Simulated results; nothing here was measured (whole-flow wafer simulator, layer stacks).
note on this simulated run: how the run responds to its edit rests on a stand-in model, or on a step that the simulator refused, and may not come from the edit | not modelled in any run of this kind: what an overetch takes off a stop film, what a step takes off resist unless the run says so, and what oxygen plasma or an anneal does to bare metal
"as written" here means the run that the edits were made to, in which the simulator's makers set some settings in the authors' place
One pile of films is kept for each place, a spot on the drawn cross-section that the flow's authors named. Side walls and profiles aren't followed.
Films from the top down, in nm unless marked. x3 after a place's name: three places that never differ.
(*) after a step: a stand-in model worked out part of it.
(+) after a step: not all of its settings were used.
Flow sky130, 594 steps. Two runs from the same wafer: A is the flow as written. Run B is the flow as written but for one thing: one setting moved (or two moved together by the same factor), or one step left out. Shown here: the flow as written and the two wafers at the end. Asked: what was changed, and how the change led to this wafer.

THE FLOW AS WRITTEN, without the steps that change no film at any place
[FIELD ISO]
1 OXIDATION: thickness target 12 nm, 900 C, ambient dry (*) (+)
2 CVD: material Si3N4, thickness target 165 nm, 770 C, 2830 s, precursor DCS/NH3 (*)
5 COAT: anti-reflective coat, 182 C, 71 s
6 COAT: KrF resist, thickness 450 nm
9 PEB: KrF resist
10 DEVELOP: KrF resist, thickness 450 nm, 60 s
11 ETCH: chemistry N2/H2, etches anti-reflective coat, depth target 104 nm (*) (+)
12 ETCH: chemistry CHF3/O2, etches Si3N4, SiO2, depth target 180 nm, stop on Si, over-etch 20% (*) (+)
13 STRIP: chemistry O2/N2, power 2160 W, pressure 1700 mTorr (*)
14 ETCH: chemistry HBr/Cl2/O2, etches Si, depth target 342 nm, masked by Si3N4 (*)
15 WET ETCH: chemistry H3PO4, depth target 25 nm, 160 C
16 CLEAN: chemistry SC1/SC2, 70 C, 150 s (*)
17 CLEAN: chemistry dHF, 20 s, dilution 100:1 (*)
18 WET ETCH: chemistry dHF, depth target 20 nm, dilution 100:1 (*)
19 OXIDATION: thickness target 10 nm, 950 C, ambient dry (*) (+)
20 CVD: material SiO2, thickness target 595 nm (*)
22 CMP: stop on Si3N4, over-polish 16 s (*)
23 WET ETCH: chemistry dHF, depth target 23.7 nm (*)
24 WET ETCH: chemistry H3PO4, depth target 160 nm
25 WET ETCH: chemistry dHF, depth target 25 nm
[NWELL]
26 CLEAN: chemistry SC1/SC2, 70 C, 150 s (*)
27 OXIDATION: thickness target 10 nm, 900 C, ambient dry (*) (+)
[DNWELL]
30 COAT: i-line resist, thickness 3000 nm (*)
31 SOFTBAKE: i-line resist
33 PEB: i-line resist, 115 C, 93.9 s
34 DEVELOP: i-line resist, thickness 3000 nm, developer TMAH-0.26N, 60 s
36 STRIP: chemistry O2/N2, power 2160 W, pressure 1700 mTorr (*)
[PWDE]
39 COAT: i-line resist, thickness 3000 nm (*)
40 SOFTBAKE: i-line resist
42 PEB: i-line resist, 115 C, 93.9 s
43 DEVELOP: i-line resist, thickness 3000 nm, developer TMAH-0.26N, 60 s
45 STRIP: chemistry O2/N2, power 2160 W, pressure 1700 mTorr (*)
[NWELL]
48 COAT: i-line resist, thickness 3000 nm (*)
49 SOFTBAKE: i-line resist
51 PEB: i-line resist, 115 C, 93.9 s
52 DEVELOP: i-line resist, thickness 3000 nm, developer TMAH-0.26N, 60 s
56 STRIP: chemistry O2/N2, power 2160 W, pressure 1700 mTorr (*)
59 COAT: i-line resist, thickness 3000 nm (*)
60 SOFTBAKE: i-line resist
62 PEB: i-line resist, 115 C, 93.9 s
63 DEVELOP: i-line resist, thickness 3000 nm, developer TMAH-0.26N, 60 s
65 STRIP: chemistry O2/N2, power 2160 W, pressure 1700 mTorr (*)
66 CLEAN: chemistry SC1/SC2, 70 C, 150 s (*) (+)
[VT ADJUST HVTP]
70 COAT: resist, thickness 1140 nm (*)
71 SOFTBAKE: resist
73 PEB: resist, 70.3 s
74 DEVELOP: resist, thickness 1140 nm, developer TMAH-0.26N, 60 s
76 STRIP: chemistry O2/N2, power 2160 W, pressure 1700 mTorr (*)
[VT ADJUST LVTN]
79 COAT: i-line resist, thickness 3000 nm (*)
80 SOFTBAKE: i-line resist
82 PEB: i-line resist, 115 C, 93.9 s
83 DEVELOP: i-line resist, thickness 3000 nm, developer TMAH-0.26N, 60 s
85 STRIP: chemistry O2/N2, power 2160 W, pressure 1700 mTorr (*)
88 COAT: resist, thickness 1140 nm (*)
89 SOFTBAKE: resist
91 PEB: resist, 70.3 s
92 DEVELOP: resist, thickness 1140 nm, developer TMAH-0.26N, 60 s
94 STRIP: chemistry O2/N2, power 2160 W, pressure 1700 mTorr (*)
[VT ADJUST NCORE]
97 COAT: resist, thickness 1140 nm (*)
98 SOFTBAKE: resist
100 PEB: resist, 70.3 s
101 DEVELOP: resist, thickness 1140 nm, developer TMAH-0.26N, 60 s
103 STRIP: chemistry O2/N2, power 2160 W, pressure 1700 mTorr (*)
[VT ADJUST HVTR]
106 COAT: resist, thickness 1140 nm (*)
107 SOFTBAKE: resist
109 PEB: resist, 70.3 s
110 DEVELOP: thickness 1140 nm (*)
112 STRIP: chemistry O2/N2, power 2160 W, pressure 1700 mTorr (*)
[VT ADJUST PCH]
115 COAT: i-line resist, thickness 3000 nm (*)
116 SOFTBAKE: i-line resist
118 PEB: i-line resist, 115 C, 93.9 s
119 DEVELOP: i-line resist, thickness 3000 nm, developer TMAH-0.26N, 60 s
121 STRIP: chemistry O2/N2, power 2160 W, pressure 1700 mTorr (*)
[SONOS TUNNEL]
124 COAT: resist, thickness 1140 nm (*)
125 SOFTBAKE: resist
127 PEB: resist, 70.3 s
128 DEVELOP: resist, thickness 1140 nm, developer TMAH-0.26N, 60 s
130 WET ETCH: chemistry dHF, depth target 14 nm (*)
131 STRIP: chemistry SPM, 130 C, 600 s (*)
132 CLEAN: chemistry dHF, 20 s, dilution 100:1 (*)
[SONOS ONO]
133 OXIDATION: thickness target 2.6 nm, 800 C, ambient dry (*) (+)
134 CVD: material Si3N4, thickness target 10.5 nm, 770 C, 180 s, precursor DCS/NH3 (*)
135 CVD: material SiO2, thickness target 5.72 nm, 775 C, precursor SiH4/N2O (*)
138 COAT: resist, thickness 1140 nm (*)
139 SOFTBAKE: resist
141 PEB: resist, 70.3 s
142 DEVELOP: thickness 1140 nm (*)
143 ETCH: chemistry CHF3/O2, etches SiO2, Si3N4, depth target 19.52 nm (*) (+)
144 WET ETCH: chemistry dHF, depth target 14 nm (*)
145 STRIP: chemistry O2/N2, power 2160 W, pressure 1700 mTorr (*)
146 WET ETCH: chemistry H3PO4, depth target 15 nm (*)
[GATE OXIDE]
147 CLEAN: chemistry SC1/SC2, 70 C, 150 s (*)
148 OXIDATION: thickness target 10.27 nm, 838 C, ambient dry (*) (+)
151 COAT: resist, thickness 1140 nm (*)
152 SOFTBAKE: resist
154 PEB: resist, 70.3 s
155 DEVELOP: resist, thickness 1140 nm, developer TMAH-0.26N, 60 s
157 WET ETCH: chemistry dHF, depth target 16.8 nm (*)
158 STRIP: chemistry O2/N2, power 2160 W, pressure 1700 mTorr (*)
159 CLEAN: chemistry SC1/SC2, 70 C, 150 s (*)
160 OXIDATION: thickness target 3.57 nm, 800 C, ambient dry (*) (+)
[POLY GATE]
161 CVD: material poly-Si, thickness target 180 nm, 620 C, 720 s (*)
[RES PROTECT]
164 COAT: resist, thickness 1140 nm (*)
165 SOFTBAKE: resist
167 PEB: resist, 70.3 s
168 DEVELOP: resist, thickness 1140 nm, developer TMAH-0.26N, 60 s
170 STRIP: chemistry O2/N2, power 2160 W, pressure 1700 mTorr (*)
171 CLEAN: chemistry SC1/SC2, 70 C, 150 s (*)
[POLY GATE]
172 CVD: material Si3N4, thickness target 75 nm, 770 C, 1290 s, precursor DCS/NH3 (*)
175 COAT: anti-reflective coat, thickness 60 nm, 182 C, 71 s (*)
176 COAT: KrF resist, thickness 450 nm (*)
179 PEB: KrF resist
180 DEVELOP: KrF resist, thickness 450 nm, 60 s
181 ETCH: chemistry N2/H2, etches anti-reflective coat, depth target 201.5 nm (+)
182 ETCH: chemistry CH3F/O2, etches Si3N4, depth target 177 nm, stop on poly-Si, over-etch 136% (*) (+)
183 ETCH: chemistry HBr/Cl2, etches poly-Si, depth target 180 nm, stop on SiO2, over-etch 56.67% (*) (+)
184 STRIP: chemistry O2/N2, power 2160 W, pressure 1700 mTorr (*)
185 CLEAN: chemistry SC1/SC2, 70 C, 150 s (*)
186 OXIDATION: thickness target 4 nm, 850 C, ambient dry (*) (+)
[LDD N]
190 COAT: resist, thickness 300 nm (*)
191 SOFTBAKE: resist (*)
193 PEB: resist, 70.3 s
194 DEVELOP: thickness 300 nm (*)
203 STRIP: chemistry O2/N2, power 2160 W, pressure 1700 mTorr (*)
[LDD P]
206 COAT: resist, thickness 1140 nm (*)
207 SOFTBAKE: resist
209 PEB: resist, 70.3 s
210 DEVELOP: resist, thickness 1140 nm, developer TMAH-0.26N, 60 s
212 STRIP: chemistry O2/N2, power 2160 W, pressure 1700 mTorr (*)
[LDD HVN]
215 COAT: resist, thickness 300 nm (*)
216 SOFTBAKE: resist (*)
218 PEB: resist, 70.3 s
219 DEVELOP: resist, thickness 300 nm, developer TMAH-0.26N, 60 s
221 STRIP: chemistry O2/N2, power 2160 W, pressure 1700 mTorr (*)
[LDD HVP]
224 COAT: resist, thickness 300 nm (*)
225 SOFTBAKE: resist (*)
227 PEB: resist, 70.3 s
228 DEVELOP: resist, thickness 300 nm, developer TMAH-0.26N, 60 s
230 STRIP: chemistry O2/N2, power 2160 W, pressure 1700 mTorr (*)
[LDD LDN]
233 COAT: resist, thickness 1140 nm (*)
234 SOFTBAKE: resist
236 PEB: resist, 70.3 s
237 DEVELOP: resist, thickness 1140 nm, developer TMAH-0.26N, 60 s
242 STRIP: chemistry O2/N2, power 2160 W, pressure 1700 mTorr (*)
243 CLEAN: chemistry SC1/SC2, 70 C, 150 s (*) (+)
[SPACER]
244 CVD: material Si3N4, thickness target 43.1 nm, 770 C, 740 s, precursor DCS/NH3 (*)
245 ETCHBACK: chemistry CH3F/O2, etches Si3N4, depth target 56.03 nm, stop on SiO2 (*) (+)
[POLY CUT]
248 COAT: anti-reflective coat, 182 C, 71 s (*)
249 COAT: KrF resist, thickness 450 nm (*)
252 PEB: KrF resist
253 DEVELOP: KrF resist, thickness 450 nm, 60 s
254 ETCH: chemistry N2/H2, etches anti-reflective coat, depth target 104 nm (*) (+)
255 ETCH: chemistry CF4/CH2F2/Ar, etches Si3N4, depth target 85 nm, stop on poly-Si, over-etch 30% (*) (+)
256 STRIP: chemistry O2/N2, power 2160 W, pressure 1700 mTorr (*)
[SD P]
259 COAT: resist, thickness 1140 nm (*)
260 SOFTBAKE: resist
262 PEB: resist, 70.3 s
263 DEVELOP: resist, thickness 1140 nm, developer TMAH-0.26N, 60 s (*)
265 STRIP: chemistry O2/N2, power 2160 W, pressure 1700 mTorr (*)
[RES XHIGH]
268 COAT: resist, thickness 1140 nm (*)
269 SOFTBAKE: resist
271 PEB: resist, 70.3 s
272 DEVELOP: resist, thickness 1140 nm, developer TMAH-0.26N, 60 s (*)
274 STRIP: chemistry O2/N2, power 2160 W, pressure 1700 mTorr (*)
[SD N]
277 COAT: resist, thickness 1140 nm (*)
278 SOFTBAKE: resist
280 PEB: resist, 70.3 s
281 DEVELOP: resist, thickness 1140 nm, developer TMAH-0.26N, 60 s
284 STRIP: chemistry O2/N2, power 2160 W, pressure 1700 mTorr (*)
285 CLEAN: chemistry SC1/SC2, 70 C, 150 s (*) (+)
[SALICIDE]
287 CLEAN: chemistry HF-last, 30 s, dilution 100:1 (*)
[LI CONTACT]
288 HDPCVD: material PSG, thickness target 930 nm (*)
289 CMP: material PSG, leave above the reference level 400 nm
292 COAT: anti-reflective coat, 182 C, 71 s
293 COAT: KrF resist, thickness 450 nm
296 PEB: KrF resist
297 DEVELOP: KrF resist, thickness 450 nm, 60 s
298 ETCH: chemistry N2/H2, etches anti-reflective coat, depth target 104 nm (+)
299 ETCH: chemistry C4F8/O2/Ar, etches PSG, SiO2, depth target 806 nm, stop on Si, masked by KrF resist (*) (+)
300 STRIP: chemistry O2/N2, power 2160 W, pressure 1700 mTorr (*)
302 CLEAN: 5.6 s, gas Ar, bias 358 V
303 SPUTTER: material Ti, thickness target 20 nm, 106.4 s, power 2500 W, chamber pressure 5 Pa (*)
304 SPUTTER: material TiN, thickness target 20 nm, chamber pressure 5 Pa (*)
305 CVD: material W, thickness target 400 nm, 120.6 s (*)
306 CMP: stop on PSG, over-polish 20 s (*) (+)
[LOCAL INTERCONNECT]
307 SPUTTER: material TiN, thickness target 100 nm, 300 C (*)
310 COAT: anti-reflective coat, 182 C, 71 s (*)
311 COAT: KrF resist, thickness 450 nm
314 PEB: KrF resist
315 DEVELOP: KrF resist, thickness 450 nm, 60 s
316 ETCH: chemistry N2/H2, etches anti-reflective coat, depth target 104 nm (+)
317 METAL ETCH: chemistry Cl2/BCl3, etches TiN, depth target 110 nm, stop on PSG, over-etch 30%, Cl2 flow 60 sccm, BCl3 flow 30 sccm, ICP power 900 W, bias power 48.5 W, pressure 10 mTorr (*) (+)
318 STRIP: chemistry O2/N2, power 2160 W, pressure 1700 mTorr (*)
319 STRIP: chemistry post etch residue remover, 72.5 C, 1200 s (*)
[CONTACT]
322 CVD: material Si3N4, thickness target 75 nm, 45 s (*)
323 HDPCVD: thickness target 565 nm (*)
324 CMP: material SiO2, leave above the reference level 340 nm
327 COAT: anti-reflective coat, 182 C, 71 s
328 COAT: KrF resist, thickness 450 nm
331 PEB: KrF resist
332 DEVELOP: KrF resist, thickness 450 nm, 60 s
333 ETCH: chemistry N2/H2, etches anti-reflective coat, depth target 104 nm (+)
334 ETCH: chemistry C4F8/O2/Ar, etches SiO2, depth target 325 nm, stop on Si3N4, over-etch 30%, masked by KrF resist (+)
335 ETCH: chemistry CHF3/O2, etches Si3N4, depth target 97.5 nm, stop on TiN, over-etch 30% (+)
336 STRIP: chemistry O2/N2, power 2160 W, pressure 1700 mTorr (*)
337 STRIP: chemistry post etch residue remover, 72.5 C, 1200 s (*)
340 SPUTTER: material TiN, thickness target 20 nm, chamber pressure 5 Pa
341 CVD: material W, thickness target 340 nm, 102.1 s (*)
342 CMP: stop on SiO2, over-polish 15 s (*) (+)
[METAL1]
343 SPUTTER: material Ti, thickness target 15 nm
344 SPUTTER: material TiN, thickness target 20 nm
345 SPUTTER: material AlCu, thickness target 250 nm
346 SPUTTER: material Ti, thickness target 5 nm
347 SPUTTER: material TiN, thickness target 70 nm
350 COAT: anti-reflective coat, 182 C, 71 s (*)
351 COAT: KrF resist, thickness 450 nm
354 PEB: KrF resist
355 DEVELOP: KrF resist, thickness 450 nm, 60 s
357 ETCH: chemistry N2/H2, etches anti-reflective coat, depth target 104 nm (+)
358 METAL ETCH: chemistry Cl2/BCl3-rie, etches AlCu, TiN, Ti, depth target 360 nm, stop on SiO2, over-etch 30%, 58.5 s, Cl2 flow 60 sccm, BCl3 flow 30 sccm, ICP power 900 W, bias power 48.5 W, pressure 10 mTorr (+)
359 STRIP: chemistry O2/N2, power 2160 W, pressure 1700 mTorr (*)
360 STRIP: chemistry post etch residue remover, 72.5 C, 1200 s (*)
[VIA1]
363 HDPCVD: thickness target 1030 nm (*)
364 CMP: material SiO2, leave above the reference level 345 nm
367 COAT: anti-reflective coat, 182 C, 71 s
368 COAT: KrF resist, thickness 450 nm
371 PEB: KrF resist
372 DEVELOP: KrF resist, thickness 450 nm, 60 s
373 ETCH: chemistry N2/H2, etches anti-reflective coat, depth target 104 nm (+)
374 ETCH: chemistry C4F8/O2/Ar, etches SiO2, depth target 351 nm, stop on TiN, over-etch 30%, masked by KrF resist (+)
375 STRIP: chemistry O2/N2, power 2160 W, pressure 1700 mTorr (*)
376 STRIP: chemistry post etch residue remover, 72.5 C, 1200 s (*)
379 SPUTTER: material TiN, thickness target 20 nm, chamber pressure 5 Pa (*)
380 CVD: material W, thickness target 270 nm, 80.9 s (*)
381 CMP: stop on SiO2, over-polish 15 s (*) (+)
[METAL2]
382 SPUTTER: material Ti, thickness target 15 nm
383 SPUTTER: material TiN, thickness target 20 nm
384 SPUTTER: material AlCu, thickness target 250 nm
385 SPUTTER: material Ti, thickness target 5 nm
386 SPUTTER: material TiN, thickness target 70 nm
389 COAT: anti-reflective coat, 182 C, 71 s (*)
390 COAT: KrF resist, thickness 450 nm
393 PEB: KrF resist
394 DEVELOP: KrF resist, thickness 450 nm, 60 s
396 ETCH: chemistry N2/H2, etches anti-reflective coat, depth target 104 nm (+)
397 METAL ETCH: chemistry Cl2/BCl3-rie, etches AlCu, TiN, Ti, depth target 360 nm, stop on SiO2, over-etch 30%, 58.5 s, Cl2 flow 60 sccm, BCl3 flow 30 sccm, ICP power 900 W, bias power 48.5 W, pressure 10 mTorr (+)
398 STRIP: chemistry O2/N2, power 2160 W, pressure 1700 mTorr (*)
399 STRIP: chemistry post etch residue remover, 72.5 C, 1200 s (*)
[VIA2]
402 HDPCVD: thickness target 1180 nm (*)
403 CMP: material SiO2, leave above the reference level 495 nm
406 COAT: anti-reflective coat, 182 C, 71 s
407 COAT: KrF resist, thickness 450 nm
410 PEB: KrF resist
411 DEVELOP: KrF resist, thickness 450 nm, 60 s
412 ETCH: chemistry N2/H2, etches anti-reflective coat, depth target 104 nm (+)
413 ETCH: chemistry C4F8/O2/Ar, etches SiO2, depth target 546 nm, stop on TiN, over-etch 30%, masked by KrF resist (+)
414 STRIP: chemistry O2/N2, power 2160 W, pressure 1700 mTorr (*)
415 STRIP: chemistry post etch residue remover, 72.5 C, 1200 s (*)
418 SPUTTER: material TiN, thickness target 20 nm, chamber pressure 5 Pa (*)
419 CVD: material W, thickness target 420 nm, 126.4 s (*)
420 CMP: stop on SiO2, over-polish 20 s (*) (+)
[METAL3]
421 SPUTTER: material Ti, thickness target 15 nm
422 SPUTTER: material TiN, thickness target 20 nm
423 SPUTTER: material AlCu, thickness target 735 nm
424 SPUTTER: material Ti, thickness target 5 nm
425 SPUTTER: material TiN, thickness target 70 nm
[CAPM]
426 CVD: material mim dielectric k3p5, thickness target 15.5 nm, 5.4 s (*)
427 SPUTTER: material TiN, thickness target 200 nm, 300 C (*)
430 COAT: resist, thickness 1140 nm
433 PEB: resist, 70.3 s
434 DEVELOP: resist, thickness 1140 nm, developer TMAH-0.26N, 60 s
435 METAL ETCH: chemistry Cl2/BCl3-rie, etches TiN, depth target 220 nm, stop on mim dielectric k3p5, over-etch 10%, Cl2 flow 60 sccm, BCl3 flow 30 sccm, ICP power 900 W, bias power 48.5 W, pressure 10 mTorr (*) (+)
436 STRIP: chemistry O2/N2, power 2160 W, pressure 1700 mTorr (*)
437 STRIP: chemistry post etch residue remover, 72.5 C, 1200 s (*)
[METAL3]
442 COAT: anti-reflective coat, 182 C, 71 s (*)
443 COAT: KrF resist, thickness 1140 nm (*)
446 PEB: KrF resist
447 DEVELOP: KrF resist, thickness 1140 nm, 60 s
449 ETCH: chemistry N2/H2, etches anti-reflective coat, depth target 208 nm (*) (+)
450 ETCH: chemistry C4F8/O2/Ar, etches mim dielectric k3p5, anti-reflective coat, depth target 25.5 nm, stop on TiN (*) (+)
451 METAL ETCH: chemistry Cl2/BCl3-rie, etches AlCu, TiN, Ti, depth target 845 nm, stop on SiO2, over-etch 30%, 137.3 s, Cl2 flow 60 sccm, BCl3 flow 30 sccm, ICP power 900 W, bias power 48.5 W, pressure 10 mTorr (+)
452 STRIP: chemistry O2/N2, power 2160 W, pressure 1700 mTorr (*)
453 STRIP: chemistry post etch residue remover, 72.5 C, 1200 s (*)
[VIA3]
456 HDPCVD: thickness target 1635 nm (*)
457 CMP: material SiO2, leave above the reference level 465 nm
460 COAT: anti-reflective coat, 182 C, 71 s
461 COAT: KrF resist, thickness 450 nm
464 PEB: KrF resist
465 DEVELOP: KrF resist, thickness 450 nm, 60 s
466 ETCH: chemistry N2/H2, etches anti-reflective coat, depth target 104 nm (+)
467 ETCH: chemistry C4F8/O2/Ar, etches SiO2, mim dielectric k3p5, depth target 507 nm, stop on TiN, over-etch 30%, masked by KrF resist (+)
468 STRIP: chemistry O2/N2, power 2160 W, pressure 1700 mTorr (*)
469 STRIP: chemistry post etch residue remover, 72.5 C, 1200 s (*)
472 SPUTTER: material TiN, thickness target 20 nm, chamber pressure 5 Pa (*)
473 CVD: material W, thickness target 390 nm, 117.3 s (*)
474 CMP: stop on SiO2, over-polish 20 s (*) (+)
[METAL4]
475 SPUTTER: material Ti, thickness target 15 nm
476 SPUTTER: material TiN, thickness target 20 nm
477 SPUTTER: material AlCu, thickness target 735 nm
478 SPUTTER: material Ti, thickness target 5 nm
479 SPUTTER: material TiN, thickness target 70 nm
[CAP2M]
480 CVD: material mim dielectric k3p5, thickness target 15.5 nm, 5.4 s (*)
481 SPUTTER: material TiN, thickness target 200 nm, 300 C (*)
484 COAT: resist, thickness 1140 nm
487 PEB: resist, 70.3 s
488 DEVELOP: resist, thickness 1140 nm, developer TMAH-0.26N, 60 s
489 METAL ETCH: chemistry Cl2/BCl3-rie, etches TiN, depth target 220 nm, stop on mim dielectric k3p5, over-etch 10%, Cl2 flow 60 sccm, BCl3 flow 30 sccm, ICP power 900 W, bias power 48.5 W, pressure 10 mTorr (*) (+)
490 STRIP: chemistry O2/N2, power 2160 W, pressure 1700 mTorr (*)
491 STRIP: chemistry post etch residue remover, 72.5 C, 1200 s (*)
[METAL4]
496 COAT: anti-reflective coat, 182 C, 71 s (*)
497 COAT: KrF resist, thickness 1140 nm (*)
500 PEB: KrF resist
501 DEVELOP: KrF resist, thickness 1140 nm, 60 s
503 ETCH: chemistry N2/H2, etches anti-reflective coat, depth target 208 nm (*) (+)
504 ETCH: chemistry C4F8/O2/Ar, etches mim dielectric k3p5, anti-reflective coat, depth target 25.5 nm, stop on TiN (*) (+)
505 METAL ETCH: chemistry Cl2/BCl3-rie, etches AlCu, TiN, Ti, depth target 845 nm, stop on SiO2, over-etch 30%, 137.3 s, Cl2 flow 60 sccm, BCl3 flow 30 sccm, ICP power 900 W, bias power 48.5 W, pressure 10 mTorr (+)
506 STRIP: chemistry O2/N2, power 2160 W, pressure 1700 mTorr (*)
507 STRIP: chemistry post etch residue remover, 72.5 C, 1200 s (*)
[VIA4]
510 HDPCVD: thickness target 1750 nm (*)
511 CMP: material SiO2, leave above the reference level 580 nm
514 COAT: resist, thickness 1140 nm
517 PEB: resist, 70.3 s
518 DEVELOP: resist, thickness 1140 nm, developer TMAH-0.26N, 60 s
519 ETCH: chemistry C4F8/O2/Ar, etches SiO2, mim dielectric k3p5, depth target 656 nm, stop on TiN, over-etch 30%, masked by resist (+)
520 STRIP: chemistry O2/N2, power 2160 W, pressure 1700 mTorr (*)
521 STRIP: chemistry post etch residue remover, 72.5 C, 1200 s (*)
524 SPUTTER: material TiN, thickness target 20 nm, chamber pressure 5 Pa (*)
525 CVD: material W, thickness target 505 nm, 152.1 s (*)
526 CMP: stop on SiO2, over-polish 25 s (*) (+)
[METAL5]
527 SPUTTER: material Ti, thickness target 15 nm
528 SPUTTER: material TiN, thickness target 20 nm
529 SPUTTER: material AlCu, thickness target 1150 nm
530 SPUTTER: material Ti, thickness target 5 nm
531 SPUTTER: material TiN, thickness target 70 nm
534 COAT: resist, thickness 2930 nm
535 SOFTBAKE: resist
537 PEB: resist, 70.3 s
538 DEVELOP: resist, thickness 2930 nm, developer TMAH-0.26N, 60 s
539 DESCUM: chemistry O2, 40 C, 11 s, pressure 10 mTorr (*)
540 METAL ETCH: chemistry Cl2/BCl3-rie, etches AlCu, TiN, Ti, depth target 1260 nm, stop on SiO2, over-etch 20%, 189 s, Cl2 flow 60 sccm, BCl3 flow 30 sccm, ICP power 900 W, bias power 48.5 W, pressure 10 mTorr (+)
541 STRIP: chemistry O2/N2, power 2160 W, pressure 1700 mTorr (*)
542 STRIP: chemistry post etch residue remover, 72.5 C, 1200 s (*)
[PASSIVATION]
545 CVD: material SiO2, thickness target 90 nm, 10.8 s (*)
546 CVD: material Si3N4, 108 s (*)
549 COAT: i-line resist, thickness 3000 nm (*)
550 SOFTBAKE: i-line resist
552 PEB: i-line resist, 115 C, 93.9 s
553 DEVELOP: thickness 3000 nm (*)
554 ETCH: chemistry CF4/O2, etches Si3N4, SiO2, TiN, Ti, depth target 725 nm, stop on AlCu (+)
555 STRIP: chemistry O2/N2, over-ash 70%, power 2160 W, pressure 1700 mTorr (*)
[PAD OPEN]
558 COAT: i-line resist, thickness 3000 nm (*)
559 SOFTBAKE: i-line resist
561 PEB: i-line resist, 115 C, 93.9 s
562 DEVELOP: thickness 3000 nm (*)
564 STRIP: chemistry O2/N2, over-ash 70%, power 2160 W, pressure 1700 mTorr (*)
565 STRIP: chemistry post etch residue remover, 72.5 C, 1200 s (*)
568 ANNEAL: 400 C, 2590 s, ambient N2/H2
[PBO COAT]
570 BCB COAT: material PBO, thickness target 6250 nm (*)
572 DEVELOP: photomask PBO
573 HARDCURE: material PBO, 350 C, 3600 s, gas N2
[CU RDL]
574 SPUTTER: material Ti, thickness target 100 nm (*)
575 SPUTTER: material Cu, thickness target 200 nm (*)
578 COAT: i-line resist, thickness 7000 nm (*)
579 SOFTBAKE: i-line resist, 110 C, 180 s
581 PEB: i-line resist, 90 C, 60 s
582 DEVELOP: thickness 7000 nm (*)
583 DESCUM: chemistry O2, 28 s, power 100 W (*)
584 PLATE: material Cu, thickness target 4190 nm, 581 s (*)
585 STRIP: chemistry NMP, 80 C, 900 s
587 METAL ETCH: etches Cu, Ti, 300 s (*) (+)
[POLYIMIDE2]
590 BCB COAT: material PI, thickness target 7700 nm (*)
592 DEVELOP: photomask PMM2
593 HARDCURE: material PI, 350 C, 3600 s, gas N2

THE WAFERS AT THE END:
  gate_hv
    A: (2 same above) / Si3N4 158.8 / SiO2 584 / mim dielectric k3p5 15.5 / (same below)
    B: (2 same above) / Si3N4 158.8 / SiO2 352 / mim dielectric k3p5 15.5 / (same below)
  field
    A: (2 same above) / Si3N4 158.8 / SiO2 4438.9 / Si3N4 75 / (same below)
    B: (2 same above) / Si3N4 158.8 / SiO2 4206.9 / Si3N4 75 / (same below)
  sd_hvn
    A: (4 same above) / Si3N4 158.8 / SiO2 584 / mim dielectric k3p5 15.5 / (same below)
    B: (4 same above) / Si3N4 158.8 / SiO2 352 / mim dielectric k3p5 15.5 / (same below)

The cause: step 511, CMP: leave above the reference level 348 nm was run, where the flow has leave above the reference level 580 nm.

How the change led to this, step by step:
  511 CMP: material SiO2, leave above the reference level 580 nm
      n_well, p_well, gate_hv and 99 more: A SiO2 -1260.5 | B SiO2 -1492.5
      field, active, gate and 77 more: A SiO2 -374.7 | B SiO2 -606.7
      (and at 11 more places)
  519 ETCH: chemistry C4F8/O2/Ar, etches SiO2, mim dielectric k3p5, depth target 656 nm, stop on TiN, over-etch 30%, masked by resist (+)
      field, active, n_well and 188 more: A resist -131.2 | B resist -71.1
      m1: A SiO2 -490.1 (all of it), mim dielectric k3p5 -15.5 (all of it) | B SiO2 -258.1 (all of it), mim dielectric k3p5 -15.5 (all of it)
      (and at 1 more place)
  520 STRIP: chemistry O2/N2, power 2160 W, pressure 1700 mTorr (*)
      field, active, n_well and 188 more: A resist -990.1 (all of it) | B resist -1050.1 (all of it)
  524 SPUTTER: material TiN, thickness target 20 nm, chamber pressure 5 Pa (*)
      m1, via4_hole: A TiN +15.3 | B TiN +17
  525 CVD: material W, thickness target 505 nm, 152.1 s (*)
      m1: A W +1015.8 (new film) | B W +585.3 (new film)
      via4_hole: A W +1015.2 (new film) | B W +586.4 (new film)
  526 CMP: stop on SiO2, over-polish 25 s (*) (+)
      m1: A W -532.7 | B W -335.9
      via4_hole: A W -532.7 | B W -337.7
